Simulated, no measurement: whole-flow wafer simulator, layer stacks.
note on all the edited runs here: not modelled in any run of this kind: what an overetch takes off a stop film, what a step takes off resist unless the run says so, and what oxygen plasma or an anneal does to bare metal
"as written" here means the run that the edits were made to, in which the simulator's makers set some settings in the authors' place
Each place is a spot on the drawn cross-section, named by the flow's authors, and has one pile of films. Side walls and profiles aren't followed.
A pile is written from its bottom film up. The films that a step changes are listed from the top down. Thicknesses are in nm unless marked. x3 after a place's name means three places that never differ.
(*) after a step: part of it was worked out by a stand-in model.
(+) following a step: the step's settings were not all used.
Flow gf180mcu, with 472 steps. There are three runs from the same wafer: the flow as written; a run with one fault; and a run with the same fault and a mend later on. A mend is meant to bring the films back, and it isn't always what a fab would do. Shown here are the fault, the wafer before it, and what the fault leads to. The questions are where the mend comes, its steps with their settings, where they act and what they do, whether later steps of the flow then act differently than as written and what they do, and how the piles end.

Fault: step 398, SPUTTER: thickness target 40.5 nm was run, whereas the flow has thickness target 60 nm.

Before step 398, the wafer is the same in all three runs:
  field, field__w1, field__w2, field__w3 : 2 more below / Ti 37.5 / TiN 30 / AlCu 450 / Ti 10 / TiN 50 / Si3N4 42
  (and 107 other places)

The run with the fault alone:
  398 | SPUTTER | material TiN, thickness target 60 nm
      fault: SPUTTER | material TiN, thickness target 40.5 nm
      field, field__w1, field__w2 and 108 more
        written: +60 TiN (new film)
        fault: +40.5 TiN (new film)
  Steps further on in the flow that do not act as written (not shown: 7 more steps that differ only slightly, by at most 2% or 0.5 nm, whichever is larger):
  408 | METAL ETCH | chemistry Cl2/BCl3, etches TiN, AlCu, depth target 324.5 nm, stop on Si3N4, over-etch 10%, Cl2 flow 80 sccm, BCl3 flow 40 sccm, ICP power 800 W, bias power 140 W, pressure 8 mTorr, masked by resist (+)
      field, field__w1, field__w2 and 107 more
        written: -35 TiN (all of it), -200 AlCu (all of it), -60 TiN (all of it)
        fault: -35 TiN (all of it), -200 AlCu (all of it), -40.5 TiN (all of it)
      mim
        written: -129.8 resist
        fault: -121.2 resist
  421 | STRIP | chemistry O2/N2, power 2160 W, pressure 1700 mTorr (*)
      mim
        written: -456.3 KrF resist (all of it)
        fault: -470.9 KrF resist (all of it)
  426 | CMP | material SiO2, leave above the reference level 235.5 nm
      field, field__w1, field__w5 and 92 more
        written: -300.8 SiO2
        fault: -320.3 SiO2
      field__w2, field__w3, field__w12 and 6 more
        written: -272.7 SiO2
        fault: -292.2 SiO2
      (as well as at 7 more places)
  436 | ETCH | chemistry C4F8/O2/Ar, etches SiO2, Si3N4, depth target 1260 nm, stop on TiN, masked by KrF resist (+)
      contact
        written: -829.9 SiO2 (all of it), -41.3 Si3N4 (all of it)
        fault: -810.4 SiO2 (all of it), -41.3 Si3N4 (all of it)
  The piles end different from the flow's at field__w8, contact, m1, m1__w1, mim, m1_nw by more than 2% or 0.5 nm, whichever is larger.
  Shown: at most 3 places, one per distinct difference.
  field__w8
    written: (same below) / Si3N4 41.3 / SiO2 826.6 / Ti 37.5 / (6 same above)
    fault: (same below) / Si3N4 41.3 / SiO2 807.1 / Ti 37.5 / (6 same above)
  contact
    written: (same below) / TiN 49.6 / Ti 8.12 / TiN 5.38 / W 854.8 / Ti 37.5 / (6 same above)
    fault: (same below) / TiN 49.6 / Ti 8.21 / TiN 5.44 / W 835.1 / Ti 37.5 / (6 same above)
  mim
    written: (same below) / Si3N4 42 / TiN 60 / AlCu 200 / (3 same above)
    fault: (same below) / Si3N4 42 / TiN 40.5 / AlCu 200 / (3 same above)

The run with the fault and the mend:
  The mend stands after step 398.
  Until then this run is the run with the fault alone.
  398a | SPUTTER | material TiN, thickness target 19.5 nm (the flow's step 398 again, with other settings)
      field, field__w1, field__w2 and 108 more
        +19.5 TiN
  Every later step of the flow that is run acts as written at every place that is followed.
  By the end, the piles equal the flow's at every place that both follow.
